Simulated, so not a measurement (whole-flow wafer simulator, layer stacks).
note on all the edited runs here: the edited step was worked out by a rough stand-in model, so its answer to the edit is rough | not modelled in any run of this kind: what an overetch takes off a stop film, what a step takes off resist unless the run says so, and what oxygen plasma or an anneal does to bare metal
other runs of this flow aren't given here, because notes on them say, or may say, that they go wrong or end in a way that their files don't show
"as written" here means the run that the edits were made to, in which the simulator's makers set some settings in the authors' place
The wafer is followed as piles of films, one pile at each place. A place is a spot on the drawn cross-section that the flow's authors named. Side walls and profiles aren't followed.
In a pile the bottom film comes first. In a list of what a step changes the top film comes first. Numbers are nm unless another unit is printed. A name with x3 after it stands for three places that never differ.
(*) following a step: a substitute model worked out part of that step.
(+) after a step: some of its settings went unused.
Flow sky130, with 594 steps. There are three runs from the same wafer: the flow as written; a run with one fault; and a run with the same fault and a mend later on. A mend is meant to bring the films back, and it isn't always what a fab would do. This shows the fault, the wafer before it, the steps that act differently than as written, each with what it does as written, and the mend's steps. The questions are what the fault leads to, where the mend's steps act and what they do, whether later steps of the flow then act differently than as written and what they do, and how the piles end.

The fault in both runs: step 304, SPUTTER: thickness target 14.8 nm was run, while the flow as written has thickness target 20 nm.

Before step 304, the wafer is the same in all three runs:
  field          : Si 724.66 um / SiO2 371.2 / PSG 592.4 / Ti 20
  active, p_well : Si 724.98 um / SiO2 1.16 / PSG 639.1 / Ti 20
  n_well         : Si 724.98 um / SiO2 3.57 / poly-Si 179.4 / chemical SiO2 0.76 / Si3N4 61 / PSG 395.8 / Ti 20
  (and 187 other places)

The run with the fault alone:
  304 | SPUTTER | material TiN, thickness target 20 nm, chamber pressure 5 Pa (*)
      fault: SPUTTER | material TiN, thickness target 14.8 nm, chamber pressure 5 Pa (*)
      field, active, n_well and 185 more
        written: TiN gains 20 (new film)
        fault: TiN gains 14.8 (new film)
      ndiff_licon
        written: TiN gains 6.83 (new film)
        fault: TiN gains 5.1 (new film)
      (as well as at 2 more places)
  Steps further on in the flow that do not act as written (7 other steps are not shown; they differ only slightly, by no more than 2% or 0.5 nm, whichever is larger):
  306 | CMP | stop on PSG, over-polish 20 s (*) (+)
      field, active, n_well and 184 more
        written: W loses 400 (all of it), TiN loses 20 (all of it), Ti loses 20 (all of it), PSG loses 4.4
        fault: W loses 400 (all of it), TiN loses 14.8 (all of it), Ti loses 20 (all of it), PSG loses 4.4
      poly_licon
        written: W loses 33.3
        fault: W loses 28.1
  By the end, the piles at poly_licon, ndiff_licon, ndiff_licon_cpp, rpo_hd_licon depart from the flow's by more than 2% or 0.5 nm, whichever is larger.
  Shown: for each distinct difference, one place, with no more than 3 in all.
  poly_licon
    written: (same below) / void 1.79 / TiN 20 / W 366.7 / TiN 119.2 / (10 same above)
    fault: (same below) / void 1.79 / TiN 14.8 / W 371.9 / TiN 119.2 / (10 same above)
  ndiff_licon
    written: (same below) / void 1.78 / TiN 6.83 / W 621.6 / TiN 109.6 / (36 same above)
    fault: (same below) / void 1.78 / TiN 5.1 / W 623.4 / TiN 109.6 / (36 same above)
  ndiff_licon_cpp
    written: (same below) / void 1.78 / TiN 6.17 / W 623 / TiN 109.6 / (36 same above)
    fault: (same below) / void 1.78 / TiN 4.6 / W 624.6 / TiN 109.6 / (36 same above)

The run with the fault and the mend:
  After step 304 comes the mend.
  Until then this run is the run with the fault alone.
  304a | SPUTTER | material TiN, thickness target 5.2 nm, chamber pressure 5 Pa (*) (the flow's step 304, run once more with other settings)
      field, active, n_well and 185 more
        TiN gains 5.2
      ndiff_licon
        TiN gains 1.74
      ndiff_licon_cpp
        TiN gains 1.57
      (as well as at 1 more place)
  None of the later steps of the flow differs from how it acts as written, at any place that is followed, by more than 2% or 0.5 nm, whichever is larger.
  At the end the piles are close to the flow's at the places that both follow, differing by at most 2% or 0.5 nm, whichever is larger.
